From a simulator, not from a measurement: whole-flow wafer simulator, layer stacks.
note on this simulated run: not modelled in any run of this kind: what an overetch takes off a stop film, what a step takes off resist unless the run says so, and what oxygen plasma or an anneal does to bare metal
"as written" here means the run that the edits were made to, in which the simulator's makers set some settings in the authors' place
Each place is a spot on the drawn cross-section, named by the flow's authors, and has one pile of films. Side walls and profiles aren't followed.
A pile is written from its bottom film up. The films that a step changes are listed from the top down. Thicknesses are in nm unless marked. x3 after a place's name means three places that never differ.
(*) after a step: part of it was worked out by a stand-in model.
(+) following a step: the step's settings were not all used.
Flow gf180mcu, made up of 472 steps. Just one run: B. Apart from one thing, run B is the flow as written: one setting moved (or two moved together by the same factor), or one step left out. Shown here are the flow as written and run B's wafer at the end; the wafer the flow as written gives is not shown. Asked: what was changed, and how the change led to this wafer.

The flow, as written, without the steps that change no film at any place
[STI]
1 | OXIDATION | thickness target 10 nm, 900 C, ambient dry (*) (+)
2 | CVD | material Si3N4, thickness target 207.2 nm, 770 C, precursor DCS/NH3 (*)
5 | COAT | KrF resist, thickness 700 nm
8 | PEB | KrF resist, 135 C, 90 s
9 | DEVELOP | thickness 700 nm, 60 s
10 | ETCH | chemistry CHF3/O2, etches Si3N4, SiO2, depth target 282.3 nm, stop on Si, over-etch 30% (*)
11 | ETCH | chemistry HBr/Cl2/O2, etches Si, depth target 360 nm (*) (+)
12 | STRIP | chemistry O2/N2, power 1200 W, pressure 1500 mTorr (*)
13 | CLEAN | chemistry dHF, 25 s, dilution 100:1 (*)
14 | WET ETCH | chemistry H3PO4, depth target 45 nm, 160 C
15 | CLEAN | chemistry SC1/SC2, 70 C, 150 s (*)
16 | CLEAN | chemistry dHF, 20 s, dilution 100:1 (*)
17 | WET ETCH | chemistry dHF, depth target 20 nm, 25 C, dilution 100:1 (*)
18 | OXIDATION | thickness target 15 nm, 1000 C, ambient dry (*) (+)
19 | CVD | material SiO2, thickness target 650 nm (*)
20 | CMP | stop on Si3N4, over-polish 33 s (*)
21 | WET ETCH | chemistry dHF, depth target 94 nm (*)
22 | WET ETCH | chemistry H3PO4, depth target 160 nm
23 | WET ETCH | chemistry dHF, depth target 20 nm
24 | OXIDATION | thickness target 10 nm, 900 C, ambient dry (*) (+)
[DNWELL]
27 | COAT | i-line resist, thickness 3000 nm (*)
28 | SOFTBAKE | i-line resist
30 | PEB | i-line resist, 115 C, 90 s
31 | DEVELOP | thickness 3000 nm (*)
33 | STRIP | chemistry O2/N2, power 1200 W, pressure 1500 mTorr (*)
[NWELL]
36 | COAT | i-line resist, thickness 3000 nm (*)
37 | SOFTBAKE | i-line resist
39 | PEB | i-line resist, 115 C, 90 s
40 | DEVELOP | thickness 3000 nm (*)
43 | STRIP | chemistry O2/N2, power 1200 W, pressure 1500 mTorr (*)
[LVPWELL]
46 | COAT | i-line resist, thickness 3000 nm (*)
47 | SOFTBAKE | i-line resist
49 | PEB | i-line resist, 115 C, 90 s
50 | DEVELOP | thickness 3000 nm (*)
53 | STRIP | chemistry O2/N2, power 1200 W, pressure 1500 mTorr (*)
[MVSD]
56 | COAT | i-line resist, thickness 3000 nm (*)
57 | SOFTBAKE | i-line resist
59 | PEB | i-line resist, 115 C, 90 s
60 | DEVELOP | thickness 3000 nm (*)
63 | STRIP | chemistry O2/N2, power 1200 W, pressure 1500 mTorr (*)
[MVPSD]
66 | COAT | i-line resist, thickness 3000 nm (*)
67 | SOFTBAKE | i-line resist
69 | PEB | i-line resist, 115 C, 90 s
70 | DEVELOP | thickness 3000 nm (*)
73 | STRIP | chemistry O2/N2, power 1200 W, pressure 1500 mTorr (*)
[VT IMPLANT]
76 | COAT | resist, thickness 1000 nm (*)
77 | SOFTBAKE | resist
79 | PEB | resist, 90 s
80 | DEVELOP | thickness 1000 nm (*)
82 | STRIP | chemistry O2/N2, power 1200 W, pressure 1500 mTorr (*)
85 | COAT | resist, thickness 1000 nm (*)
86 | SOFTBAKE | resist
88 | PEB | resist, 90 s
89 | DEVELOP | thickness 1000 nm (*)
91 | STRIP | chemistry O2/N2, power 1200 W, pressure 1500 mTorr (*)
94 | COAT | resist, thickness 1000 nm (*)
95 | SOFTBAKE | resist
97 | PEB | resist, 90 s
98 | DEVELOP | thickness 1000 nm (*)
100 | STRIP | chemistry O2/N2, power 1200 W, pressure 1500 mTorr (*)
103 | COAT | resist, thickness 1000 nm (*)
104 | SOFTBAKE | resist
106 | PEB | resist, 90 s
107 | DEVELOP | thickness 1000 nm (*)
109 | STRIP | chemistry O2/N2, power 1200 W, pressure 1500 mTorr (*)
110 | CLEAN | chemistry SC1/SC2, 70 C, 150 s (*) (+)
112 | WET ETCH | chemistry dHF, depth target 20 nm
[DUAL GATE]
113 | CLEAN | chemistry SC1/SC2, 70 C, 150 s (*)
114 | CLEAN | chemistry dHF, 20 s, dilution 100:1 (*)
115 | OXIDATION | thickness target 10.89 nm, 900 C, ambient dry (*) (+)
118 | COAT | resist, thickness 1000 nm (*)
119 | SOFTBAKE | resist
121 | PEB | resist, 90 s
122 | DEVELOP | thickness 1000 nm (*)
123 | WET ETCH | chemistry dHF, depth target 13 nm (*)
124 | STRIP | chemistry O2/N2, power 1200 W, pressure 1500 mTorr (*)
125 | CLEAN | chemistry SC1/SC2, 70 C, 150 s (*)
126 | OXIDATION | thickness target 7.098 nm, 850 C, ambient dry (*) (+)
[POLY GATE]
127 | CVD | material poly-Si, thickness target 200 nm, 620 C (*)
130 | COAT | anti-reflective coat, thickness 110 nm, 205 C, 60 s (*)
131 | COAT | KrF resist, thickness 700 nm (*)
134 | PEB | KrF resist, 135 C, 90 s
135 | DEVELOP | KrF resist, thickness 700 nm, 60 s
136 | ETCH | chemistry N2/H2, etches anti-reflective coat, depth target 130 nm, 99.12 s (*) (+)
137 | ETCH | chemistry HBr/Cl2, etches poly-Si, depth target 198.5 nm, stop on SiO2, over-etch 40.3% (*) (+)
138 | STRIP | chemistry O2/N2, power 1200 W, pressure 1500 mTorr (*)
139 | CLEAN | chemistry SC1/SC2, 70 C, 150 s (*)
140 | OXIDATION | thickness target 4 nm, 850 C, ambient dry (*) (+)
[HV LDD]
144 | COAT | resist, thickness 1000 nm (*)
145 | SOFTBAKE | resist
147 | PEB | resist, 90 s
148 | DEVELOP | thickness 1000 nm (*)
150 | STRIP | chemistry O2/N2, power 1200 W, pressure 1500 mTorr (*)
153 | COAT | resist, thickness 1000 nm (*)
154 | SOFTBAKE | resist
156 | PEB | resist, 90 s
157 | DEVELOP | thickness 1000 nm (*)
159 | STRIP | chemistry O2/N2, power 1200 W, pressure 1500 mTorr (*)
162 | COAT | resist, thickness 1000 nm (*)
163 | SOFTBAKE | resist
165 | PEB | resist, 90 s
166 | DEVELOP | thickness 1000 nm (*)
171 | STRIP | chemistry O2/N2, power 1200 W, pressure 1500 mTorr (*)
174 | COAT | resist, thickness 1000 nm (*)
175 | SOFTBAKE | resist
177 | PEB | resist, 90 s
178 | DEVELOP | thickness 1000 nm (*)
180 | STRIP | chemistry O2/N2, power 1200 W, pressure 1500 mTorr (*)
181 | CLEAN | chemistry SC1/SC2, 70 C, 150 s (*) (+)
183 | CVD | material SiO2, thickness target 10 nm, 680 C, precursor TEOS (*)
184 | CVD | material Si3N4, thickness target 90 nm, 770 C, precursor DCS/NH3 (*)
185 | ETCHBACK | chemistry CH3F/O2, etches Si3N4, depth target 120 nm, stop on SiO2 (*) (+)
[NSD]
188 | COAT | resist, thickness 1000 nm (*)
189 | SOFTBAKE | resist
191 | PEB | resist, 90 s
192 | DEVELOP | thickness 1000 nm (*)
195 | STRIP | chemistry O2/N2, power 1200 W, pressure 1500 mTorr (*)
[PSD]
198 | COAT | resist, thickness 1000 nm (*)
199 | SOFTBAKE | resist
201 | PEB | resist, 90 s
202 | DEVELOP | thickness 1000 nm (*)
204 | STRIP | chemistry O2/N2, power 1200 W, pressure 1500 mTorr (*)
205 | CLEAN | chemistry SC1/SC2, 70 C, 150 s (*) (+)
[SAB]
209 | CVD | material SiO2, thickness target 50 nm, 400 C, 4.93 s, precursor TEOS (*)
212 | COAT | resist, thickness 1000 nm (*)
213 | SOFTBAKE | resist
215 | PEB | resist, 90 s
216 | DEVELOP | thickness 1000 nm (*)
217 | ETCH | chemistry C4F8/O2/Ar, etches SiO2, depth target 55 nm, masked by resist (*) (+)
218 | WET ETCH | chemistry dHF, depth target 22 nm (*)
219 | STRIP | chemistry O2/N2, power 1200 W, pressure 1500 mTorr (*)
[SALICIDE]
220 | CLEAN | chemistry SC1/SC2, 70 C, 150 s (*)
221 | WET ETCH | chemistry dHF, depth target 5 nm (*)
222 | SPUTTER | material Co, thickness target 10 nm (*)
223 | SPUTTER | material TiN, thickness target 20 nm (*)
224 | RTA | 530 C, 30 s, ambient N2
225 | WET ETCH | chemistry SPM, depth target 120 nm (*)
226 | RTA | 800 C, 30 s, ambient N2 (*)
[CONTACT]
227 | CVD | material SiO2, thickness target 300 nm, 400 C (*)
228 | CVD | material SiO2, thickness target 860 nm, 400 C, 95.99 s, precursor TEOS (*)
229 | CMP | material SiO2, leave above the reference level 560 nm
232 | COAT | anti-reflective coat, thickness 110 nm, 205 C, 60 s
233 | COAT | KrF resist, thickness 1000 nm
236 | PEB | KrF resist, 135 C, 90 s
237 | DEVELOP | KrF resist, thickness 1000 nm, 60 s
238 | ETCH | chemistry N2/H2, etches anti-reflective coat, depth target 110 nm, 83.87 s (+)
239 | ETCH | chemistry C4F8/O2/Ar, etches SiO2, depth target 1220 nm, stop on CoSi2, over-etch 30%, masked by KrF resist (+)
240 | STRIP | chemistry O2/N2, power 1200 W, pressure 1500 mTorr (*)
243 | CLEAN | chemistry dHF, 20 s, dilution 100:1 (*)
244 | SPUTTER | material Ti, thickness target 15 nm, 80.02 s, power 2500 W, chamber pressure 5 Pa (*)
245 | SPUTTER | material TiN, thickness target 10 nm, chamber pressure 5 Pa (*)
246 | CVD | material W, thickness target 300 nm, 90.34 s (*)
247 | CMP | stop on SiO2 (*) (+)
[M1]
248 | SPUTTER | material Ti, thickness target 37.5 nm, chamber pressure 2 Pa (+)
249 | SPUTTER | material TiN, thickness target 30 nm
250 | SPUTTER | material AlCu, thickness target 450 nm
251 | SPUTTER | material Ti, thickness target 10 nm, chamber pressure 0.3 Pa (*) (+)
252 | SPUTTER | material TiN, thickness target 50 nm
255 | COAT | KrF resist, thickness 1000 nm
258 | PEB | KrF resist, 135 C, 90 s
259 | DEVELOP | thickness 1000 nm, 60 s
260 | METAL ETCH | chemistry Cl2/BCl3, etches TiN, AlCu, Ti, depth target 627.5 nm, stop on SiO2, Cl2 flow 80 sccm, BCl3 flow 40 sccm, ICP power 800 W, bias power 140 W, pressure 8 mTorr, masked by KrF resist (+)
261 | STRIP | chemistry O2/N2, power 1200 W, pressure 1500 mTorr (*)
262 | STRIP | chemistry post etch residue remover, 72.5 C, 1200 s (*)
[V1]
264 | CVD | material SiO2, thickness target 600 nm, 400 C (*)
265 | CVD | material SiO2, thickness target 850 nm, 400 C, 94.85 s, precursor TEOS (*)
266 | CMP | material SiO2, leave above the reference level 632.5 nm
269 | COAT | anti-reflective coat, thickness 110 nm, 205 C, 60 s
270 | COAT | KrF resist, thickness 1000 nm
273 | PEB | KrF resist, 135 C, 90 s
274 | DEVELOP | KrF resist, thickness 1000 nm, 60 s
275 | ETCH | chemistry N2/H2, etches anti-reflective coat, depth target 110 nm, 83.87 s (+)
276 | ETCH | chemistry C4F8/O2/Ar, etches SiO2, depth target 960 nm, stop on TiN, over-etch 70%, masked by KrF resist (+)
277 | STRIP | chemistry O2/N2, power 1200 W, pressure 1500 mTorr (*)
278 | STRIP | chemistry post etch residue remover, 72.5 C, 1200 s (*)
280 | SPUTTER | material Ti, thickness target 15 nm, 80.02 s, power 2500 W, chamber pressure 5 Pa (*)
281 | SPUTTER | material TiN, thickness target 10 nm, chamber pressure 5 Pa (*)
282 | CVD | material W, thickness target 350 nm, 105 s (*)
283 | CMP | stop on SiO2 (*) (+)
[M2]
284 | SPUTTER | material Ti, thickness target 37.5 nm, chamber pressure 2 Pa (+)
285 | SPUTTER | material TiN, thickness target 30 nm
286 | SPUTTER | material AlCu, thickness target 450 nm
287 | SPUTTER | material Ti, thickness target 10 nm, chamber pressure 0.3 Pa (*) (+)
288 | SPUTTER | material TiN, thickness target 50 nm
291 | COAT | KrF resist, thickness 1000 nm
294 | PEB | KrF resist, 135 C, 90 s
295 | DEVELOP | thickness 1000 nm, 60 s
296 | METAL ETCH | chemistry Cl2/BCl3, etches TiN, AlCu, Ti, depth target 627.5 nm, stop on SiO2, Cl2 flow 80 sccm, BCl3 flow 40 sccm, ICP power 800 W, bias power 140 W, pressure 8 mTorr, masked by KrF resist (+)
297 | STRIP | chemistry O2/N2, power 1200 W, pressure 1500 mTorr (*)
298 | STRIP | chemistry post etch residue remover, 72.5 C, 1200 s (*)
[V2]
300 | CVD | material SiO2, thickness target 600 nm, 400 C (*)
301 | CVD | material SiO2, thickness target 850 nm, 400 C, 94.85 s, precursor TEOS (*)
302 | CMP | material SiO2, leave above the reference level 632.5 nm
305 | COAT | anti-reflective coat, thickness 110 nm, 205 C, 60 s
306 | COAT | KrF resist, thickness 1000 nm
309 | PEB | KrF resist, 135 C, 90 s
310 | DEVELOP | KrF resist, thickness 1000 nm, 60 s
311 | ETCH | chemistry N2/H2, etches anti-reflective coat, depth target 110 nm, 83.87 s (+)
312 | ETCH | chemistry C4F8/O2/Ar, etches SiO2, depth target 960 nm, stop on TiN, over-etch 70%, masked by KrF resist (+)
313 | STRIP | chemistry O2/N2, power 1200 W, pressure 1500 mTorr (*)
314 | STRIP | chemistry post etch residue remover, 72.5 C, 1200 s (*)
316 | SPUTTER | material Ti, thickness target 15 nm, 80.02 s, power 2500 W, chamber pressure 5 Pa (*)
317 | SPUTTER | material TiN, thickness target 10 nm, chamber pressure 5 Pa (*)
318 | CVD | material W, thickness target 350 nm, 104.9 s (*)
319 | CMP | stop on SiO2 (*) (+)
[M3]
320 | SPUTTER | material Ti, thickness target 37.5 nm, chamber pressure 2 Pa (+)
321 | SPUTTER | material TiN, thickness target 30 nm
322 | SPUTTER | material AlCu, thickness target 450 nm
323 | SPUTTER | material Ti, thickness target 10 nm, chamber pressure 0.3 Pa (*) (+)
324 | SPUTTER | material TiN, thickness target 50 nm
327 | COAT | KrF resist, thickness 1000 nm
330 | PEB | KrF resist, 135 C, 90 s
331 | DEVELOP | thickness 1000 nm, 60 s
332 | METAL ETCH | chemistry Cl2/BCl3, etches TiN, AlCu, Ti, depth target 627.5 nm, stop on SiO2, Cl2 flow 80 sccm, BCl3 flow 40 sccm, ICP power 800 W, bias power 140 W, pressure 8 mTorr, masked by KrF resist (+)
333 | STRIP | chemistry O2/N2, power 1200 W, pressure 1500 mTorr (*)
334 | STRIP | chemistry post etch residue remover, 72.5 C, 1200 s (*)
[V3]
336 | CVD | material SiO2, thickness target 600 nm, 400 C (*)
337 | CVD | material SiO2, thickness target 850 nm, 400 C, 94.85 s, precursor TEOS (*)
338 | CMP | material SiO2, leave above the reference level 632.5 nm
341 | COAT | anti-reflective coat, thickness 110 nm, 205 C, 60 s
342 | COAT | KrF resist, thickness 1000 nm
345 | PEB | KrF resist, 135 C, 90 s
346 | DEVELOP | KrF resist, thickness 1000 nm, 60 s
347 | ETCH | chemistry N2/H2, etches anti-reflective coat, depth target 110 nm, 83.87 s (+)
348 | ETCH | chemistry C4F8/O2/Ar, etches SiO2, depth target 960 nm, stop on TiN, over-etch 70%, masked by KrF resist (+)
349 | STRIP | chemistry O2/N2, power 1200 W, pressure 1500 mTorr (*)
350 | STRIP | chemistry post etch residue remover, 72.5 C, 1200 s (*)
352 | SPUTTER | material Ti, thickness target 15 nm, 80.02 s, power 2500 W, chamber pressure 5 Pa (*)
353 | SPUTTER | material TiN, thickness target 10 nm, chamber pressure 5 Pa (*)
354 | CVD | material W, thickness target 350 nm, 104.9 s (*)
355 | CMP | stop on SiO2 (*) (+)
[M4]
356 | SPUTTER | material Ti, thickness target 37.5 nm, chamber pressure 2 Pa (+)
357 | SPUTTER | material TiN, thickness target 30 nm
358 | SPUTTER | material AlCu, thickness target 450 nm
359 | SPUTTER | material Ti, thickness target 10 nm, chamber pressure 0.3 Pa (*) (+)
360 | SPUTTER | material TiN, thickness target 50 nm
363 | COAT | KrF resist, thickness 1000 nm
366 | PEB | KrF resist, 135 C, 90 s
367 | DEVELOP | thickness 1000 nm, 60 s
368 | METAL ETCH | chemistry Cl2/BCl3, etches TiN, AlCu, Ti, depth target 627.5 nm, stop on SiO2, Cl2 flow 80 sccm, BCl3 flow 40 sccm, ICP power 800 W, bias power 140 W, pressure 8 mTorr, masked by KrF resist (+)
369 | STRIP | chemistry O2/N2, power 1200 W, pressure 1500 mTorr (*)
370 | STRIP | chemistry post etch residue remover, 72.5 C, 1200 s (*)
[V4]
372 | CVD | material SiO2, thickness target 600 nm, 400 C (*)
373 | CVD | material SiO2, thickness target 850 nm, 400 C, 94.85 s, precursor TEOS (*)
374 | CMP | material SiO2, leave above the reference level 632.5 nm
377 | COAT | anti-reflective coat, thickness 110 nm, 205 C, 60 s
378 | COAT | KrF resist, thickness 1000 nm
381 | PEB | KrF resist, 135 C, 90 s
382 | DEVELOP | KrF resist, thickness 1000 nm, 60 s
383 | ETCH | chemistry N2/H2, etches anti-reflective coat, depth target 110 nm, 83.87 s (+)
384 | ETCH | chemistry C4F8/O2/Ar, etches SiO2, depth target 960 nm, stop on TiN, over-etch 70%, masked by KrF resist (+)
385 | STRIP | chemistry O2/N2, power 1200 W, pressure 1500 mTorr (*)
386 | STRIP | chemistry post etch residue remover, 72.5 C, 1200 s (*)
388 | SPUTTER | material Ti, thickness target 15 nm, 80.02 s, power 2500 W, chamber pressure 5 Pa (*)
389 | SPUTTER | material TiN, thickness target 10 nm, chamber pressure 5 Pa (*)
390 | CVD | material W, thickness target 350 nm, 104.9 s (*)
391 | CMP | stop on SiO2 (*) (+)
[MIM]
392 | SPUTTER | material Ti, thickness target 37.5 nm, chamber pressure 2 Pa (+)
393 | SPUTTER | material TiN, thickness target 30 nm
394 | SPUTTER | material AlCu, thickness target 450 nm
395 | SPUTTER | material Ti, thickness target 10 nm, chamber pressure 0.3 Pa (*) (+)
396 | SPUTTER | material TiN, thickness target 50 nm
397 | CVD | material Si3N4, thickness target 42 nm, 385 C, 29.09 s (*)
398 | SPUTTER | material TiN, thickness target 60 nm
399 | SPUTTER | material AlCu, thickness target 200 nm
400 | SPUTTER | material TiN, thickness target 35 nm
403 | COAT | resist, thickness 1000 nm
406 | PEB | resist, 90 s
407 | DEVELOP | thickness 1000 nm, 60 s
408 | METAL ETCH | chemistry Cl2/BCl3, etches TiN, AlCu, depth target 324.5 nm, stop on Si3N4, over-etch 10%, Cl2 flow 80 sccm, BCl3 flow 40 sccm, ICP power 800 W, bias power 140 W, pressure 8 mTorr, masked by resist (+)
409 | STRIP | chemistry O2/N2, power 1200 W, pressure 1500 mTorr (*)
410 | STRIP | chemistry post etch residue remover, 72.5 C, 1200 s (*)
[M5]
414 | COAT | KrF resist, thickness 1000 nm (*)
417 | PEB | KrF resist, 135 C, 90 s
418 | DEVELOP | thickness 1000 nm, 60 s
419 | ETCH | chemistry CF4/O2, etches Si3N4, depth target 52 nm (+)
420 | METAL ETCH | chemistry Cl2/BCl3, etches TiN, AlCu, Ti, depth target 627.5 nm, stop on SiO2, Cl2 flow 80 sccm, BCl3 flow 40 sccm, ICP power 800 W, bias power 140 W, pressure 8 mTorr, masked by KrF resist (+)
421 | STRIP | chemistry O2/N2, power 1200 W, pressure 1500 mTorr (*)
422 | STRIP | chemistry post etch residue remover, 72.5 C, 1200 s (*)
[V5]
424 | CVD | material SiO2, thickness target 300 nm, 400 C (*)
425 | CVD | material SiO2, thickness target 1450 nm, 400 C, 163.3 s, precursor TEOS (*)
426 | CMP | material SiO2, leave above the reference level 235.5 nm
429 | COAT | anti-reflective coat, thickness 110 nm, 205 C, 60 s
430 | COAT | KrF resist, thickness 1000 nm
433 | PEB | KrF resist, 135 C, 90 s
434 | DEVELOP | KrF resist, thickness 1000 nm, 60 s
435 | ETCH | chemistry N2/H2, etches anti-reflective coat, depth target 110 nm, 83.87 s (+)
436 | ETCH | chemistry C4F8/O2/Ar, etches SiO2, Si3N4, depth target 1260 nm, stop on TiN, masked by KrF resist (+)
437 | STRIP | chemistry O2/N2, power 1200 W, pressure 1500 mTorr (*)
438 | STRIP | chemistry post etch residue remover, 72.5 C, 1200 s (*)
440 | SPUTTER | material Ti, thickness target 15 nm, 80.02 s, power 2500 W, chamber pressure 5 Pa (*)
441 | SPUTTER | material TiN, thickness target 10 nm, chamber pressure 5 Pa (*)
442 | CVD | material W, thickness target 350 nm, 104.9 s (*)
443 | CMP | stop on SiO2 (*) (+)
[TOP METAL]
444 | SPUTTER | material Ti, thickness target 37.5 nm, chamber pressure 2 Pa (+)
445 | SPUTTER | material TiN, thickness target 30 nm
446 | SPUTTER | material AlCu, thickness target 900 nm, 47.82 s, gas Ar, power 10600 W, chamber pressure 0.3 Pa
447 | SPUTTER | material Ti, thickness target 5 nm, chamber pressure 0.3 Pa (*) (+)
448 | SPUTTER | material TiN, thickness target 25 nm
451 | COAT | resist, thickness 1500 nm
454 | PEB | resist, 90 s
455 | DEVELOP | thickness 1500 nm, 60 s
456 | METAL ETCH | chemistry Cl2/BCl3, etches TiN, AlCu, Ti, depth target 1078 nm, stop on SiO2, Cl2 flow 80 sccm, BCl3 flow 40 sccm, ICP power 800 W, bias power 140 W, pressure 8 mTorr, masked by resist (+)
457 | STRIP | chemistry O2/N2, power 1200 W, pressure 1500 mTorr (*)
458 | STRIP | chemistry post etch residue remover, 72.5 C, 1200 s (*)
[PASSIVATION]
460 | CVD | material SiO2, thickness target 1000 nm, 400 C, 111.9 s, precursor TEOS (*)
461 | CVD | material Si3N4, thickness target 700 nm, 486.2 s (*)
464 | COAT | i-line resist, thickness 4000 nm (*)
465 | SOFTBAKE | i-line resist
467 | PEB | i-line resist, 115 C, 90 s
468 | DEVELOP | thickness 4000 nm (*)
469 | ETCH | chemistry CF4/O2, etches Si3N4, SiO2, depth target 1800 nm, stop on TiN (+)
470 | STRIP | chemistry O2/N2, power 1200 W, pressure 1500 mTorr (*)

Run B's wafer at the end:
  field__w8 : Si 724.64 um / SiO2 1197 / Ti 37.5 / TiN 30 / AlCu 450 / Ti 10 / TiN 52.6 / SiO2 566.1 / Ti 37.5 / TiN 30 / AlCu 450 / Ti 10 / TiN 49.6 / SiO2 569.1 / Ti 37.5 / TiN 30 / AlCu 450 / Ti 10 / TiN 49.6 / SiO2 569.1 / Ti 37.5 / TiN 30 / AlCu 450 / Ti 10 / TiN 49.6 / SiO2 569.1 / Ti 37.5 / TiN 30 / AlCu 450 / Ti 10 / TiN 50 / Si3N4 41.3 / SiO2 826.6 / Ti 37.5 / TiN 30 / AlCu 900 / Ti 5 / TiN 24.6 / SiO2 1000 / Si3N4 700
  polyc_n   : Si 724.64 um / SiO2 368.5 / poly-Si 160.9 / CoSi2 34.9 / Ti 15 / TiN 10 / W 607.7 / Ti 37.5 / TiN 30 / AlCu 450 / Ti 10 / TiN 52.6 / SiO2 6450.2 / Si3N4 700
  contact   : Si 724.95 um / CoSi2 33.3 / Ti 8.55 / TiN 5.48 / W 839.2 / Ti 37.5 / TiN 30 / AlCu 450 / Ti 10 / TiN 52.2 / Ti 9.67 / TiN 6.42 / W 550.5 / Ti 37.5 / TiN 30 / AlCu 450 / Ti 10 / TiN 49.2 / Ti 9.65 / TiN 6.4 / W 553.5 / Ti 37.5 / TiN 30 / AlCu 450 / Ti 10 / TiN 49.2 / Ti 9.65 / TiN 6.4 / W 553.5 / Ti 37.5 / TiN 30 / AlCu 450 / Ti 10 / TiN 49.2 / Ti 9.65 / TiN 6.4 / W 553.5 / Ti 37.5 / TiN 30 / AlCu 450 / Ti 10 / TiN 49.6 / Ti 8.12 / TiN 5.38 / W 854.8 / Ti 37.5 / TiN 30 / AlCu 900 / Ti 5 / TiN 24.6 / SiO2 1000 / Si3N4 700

Cause: step 252, SPUTTER: thickness target 53 nm was run, though the flow has thickness target 50 nm.

How this came from the change, step by step:
  252 | SPUTTER | material TiN, thickness target 50 nm
      field, field__w1, field__w2 and 108 more: TiN gains 53 (new film) (as written it would have been: TiN gains 50 (new film))
  260 | METAL ETCH | chemistry Cl2/BCl3, etches TiN, AlCu, Ti, depth target 627.5 nm, stop on SiO2, Cl2 flow 80 sccm, BCl3 flow 40 sccm, ICP power 800 W, bias power 140 W, pressure 8 mTorr, masked by KrF resist (+)
      field, field__w1, field__w2 and 99 more: TiN loses 53 (all of it), Ti loses 10 (all of it), AlCu loses 450 (all of it), TiN loses 30 (all of it), Ti loses 37.5 (all of it) (as written it would have been: TiN loses 50 (all of it), Ti loses 10 (all of it), AlCu loses 450 (all of it), TiN loses 30 (all of it), Ti loses 37.5 (all of it))
